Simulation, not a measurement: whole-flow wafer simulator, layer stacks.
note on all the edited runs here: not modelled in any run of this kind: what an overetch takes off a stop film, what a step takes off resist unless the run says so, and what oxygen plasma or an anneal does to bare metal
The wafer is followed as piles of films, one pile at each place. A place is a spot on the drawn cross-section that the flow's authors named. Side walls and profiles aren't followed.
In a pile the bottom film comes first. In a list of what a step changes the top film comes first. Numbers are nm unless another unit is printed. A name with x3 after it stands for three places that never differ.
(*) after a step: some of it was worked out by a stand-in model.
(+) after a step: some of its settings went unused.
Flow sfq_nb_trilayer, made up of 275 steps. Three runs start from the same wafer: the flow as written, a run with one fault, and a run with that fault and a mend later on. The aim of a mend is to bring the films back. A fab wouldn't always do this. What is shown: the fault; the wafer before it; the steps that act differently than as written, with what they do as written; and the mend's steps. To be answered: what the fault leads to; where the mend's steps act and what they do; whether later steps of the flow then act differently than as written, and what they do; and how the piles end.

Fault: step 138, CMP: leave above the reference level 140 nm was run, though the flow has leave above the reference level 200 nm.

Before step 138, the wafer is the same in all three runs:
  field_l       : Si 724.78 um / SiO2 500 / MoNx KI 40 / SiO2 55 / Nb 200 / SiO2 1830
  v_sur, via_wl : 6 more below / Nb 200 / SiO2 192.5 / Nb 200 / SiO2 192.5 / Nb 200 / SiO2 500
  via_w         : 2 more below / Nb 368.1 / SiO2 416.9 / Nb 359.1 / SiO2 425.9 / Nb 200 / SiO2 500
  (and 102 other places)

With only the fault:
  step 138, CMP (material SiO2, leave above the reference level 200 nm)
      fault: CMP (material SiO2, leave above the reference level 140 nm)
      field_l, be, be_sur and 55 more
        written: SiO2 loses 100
        fault: SiO2 loses 160
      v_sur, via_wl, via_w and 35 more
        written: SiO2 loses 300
        fault: SiO2 loses 360
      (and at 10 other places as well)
  Later steps of the flow acting differently than as written (not shown: 6 more steps that differ only slightly, by at most 2% or 0.5 nm, whichever is larger):
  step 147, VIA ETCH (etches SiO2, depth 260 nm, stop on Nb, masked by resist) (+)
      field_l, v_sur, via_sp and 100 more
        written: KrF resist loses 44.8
        fault: KrF resist loses 36.2
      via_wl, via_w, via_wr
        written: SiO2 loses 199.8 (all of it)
        fault: SiO2 loses 139.8 (all of it)
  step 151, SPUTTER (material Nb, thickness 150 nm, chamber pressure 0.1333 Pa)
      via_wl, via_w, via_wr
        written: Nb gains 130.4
        fault: Nb gains 137.4
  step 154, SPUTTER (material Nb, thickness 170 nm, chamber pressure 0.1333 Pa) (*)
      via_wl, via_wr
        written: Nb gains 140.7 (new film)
        fault: Nb gains 120.3 (new film)
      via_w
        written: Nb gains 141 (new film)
        fault: Nb gains 164.4 (new film)
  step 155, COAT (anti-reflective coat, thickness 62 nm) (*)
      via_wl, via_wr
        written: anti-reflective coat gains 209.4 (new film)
        fault: anti-reflective coat gains 199.4 (new film)
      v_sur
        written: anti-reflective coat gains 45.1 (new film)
        fault: anti-reflective coat gains 47.9 (new film)
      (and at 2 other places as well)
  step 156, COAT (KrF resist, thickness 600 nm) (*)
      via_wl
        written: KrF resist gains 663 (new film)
        fault: KrF resist gains 641.3 (new film)
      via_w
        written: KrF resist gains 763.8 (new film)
        fault: KrF resist gains 695.8 (new film)
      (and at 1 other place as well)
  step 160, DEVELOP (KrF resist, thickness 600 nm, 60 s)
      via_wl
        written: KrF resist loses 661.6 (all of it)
        fault: KrF resist loses 640 (all of it)
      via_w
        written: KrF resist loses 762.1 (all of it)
        fault: KrF resist loses 694.3 (all of it)
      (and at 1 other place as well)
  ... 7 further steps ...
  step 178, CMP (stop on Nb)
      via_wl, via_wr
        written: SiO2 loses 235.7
        fault: SiO2 loses 302.7
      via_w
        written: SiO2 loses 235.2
        fault: SiO2 loses 302.1
  By the end, the piles at field_l, v_sur, via_wl and 102 more depart from the flow's by more than 2% or 0.5 nm, whichever is larger.
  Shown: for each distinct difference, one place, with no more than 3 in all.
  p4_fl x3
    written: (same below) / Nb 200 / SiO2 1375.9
    fault: (same below) / Nb 200 / SiO2 1315.9
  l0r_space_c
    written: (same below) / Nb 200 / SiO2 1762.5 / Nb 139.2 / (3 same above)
    fault: (same below) / Nb 200 / SiO2 1702.5 / Nb 139.2 / (3 same above)
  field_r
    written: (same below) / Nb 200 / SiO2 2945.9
    fault: (same below) / Nb 200 / SiO2 2885.9

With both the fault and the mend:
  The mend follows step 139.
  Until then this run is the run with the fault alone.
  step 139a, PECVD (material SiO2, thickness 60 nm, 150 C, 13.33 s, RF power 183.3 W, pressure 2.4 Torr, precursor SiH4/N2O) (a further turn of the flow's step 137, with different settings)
      field_l, v_sur, via_wl and 103 more
        SiO2 gains 60
  Every later step of the flow that is run acts as written, at every place that is followed, to within 2% or 0.5 nm, whichever is larger.
  At the end the piles are close to the flow's at the places that both follow, differing by at most 2% or 0.5 nm, whichever is larger.
